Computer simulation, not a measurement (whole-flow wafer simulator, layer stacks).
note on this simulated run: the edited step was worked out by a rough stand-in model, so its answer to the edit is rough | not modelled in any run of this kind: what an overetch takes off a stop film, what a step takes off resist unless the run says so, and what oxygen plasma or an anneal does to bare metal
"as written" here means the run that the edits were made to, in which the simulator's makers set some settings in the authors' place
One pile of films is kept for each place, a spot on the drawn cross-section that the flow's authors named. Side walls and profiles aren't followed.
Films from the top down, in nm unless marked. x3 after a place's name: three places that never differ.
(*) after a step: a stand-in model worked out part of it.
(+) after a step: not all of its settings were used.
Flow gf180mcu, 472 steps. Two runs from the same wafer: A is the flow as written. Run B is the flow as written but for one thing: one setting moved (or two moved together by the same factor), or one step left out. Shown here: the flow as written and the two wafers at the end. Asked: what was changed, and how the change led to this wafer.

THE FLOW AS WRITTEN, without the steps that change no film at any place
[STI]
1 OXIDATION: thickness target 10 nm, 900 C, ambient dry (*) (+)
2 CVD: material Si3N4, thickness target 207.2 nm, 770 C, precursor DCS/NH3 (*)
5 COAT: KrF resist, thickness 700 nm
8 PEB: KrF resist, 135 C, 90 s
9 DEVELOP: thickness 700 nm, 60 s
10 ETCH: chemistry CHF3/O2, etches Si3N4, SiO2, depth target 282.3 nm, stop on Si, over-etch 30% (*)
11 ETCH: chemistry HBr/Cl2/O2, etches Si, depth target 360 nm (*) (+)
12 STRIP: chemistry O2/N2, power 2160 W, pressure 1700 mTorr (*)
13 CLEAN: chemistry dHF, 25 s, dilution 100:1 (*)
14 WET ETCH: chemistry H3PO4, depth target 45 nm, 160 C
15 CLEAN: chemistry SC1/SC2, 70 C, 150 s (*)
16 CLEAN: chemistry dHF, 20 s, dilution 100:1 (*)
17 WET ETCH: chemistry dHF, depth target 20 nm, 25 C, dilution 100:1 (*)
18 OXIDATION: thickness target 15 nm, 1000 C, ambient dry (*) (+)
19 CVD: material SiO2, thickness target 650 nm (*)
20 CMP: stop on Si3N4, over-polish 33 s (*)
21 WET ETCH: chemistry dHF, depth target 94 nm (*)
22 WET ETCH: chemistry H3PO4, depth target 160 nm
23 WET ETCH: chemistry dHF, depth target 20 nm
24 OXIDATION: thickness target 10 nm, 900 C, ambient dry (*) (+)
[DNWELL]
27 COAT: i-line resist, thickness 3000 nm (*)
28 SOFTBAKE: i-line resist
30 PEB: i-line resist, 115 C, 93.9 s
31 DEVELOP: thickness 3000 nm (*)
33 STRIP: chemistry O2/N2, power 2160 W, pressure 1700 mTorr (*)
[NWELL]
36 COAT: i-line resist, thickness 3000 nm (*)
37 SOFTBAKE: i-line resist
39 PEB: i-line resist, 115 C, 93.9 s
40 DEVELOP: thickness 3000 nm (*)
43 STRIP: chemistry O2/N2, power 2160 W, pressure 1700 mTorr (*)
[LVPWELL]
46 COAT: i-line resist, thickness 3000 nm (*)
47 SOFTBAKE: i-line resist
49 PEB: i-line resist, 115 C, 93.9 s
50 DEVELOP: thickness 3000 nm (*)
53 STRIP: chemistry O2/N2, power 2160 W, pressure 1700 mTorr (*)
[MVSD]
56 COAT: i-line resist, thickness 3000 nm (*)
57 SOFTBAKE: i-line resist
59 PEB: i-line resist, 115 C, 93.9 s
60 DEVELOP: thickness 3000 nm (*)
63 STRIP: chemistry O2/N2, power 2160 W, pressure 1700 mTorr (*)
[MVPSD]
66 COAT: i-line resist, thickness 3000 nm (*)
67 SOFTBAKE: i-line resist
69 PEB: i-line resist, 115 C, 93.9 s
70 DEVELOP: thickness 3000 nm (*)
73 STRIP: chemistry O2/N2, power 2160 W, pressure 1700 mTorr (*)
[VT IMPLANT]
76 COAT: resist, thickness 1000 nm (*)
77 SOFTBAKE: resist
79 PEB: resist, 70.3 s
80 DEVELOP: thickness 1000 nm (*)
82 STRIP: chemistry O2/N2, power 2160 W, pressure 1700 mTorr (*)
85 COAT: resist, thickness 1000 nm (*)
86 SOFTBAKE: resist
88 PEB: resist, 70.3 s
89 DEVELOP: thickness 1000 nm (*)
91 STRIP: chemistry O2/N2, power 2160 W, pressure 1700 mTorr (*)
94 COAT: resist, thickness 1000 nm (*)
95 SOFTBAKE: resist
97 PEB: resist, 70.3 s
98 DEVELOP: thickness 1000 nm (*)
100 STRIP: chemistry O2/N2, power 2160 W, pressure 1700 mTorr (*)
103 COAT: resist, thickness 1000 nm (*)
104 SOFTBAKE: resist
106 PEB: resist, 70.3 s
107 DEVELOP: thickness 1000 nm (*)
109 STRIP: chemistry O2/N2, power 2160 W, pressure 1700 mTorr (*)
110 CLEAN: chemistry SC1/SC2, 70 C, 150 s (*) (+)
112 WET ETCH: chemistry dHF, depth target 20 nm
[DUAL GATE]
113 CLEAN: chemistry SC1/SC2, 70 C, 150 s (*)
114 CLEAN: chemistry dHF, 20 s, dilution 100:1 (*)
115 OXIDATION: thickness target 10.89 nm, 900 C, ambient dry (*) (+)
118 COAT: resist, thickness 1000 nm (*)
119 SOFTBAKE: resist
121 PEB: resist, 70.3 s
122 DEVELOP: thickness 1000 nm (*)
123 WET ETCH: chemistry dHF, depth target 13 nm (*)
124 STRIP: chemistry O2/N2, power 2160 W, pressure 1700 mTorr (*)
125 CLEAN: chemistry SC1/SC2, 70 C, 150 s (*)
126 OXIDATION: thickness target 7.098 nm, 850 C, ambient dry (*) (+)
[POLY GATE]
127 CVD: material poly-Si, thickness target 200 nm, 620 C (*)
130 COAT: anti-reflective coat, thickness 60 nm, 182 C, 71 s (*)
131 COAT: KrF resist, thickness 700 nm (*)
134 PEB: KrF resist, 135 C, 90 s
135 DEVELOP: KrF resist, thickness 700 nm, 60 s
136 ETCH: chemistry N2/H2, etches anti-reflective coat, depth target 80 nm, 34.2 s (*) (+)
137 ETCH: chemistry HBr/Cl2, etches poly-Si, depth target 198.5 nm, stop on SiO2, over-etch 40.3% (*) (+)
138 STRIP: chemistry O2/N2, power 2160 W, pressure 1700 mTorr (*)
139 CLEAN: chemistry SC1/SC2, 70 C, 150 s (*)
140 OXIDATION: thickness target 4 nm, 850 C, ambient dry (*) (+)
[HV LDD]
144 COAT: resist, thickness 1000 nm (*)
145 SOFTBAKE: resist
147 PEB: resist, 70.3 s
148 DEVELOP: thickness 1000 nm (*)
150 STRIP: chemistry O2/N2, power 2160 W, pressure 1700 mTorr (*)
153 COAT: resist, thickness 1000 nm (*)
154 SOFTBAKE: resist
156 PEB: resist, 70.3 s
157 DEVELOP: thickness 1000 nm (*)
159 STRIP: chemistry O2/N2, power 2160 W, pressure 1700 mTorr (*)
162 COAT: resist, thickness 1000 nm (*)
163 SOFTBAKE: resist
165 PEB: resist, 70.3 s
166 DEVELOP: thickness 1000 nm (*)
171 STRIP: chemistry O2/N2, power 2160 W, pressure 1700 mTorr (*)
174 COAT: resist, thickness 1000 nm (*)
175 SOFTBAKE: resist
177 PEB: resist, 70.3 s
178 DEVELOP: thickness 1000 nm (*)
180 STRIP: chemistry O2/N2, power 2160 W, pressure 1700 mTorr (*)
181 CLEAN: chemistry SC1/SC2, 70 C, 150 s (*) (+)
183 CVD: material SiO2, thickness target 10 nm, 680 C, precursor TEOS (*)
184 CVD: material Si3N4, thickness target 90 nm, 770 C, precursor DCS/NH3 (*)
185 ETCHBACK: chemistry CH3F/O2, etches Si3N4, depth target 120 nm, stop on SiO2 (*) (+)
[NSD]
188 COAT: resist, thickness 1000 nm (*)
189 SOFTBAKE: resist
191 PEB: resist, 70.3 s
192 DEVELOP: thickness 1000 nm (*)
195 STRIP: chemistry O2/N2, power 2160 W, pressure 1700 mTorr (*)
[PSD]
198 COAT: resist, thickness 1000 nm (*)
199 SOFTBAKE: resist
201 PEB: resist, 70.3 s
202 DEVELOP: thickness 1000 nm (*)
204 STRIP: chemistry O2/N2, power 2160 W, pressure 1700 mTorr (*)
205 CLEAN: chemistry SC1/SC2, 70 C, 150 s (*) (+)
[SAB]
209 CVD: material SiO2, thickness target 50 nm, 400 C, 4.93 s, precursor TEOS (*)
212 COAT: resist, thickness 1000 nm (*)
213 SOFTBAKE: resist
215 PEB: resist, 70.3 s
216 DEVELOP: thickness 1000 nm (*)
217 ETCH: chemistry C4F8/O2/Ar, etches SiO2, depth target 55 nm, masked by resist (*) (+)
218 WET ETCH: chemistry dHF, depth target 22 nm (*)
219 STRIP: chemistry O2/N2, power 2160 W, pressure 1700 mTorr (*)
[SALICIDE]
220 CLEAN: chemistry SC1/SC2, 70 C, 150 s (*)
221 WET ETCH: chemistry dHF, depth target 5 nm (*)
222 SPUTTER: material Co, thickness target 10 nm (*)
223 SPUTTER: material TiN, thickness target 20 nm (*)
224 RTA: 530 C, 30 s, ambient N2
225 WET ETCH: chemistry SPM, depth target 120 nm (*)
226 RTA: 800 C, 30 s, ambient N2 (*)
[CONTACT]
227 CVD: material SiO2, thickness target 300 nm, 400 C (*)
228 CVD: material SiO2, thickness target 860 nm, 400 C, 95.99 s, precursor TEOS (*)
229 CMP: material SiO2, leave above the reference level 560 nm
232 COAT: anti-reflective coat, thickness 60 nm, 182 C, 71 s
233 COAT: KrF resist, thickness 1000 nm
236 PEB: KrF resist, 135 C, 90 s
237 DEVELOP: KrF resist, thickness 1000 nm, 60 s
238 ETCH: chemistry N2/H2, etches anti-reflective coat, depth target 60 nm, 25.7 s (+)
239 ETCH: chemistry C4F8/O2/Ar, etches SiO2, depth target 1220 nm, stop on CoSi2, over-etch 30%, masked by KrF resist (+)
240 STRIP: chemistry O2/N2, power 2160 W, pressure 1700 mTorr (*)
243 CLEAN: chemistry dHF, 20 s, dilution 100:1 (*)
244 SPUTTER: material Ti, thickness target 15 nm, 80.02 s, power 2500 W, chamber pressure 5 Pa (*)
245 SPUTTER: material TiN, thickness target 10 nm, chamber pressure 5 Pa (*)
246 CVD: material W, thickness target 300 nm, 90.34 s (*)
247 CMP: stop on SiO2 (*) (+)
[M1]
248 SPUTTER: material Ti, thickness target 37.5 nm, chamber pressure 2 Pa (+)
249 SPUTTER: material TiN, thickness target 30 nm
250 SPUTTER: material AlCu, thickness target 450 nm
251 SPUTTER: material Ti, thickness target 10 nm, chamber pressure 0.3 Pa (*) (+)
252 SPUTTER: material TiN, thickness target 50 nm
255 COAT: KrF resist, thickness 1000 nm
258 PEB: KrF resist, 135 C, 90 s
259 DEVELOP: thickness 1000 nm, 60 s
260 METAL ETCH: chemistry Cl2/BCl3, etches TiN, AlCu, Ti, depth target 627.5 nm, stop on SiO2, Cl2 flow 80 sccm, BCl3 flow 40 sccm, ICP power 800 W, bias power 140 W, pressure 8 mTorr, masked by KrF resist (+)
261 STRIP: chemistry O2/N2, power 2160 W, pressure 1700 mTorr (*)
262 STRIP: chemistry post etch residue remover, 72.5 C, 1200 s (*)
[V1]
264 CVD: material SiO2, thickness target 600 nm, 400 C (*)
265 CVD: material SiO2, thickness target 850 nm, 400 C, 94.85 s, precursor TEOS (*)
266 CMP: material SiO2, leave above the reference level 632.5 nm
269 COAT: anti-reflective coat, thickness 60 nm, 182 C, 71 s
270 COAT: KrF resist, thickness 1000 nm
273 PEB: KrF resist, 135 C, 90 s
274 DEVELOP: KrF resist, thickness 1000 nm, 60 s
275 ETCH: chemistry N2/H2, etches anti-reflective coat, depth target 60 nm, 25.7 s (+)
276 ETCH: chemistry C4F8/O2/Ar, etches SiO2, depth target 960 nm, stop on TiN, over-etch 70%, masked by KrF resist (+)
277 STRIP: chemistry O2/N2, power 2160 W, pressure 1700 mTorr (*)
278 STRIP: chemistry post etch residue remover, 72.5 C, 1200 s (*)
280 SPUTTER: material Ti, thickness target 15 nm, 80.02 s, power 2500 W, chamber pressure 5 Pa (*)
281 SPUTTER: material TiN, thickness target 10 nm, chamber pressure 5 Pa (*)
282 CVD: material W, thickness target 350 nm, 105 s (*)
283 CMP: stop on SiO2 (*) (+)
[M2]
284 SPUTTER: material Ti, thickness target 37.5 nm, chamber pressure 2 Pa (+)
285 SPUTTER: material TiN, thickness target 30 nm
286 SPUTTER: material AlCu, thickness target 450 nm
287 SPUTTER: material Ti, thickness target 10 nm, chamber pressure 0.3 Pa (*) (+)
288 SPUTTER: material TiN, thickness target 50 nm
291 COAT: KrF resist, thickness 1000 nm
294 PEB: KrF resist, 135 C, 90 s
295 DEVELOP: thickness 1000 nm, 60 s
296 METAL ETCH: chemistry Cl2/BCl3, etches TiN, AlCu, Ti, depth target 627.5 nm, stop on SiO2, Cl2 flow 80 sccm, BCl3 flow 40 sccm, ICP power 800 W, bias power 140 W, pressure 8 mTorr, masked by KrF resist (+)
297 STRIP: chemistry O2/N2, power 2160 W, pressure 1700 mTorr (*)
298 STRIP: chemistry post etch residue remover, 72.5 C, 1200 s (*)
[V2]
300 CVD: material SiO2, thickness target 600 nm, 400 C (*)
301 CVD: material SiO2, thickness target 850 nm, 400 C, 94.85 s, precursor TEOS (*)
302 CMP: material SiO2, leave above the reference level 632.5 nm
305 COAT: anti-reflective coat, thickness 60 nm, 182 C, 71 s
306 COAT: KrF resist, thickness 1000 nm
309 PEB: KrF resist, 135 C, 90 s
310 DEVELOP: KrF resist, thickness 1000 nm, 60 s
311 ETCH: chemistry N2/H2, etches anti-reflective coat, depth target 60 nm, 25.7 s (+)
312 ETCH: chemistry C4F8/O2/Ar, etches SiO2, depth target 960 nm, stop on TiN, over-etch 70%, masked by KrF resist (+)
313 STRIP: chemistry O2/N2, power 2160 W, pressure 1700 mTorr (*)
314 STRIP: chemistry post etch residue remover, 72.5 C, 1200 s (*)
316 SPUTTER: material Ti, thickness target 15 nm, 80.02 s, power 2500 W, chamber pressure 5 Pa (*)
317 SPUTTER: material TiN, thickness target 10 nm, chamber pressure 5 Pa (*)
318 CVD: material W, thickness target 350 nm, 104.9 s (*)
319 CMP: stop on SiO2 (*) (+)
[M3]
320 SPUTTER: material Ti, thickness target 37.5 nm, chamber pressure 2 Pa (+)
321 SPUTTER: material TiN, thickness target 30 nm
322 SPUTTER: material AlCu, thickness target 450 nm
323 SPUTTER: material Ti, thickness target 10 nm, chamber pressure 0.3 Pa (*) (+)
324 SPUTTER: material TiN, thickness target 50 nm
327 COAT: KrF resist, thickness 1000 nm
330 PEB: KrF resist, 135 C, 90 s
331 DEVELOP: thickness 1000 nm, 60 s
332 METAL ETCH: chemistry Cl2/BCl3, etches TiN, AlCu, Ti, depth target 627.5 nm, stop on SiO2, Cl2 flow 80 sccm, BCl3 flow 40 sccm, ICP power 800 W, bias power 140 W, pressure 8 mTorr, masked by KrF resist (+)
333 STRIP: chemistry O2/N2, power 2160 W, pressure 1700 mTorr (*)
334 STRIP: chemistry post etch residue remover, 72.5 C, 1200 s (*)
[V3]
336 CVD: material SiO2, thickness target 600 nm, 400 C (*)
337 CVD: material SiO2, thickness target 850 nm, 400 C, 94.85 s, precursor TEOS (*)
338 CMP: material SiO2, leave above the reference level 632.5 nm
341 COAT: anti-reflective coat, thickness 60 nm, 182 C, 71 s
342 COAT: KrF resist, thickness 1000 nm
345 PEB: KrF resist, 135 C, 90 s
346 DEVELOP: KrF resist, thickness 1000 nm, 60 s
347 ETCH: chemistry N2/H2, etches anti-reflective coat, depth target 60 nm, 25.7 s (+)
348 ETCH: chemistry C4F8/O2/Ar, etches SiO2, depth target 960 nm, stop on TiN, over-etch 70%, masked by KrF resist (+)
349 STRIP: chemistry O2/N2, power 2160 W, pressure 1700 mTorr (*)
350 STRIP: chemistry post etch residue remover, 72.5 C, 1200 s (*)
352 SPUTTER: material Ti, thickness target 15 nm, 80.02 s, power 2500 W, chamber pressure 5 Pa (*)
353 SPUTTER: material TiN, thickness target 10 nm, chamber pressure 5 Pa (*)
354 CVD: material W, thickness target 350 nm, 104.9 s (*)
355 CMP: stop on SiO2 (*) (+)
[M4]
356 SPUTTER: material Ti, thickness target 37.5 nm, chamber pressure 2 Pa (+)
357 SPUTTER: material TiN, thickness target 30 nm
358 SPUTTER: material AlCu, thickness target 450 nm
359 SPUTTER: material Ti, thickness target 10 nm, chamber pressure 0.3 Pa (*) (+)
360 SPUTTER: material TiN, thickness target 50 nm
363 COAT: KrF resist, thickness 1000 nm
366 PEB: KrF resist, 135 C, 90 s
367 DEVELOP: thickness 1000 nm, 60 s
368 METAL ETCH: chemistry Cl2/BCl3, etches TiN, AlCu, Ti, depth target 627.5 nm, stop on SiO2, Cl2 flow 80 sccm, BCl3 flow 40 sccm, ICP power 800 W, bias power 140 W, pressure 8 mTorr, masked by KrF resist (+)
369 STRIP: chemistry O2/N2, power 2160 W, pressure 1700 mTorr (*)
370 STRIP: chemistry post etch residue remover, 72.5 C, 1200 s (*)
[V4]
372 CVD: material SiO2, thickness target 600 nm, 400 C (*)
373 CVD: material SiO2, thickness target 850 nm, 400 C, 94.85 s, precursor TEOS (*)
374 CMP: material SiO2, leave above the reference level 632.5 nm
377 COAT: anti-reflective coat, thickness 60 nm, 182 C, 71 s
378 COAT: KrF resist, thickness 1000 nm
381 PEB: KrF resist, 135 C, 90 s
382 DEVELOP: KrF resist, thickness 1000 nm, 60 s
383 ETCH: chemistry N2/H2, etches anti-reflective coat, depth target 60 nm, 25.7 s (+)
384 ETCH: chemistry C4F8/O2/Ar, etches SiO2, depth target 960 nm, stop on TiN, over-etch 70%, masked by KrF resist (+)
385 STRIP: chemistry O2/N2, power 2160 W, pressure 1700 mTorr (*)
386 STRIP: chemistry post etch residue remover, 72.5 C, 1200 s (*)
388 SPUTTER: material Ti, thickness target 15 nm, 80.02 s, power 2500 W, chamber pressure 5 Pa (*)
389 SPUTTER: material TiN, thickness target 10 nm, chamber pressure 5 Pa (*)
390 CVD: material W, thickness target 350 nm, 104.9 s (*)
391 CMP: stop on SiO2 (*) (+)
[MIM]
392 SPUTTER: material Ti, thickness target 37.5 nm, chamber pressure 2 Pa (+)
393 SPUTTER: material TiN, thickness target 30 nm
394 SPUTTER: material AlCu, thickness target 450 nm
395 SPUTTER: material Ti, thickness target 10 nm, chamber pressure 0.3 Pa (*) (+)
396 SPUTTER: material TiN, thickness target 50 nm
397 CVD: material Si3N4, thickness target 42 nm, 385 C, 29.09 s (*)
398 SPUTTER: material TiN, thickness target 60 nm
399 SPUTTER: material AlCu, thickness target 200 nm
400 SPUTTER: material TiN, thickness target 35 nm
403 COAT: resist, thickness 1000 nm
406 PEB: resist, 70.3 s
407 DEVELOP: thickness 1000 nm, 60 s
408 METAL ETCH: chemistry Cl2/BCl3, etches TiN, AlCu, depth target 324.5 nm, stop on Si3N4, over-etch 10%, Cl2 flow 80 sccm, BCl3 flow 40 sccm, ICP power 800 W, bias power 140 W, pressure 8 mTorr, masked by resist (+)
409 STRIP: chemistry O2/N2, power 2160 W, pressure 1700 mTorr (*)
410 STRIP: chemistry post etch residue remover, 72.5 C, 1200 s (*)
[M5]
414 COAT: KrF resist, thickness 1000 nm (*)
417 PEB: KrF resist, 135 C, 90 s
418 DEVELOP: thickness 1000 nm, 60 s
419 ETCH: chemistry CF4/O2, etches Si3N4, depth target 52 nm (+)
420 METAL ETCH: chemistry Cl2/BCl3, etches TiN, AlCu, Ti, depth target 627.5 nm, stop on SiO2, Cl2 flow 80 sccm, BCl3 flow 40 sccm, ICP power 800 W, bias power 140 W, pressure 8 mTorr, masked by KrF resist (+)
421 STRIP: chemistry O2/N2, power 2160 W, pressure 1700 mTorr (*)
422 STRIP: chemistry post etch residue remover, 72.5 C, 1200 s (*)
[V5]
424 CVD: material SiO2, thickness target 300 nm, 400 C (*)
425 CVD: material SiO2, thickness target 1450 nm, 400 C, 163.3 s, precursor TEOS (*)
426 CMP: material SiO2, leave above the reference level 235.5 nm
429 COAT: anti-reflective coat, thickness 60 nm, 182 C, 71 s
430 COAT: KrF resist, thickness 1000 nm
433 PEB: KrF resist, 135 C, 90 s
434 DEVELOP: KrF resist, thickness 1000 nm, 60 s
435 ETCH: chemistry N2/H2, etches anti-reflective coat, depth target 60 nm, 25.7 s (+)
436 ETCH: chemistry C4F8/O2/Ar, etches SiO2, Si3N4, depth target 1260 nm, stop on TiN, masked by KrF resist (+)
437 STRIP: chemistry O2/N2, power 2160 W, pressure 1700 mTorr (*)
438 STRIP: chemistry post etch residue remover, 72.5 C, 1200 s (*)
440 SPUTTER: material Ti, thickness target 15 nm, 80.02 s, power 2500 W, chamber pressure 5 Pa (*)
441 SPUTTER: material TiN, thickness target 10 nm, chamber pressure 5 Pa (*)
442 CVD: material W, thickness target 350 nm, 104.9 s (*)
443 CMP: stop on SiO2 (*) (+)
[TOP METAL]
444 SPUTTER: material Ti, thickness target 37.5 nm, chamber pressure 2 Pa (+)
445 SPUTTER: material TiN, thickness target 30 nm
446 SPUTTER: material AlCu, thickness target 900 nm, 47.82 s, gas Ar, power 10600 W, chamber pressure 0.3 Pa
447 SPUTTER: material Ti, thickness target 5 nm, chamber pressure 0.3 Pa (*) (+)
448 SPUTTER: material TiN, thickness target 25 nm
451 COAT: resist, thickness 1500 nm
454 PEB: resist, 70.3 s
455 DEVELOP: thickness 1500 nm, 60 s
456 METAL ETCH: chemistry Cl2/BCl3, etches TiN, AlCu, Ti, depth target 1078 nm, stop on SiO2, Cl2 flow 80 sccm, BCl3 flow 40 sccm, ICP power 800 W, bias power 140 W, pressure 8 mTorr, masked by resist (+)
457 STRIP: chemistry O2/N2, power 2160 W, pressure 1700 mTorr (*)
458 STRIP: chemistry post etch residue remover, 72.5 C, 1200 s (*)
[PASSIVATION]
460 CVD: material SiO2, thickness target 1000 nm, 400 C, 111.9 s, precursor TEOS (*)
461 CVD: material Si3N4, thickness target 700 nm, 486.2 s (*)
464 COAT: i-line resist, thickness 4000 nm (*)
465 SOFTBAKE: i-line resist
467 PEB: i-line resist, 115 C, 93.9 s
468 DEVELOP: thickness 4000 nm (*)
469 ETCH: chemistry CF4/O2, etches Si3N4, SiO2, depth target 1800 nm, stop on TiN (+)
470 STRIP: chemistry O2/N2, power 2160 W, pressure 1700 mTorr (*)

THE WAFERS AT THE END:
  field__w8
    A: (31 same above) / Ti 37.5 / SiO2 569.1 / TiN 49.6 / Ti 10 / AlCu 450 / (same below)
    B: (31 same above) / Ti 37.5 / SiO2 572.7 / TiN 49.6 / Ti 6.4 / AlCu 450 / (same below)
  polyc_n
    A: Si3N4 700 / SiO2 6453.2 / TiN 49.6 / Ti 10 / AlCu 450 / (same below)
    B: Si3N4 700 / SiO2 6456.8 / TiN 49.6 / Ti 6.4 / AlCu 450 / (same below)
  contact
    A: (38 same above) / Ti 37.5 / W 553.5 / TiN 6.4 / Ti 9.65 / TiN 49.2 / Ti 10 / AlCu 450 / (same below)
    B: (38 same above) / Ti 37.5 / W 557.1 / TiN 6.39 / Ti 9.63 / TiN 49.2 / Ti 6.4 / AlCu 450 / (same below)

The cause: step 251, SPUTTER: thickness target 6.4 nm was run, where the flow has thickness target 10 nm.
It can be read off the wafer: field__w8 has Ti 6.4, and step 251 as written asks for 10 nm.

How the change led to this, step by step:
  251 SPUTTER: material Ti, thickness target 10 nm, chamber pressure 0.3 Pa (*) (+)
      field, field__w1, field__w2 and 108 more: A Ti +10 (new film) | B Ti +6.4 (new film)
  260 METAL ETCH: chemistry Cl2/BCl3, etches TiN, AlCu, Ti, depth target 627.5 nm, stop on SiO2, Cl2 flow 80 sccm, BCl3 flow 40 sccm, ICP power 800 W, bias power 140 W, pressure 8 mTorr, masked by KrF resist (+)
      field, field__w1, field__w2 and 99 more: A TiN -50 (all of it), Ti -10 (all of it), AlCu -450 (all of it), TiN -30 (all of it), Ti -37.5 (all of it) | B TiN -50 (all of it), Ti -6.4 (all of it), AlCu -450 (all of it), TiN -30 (all of it), Ti -37.5 (all of it)
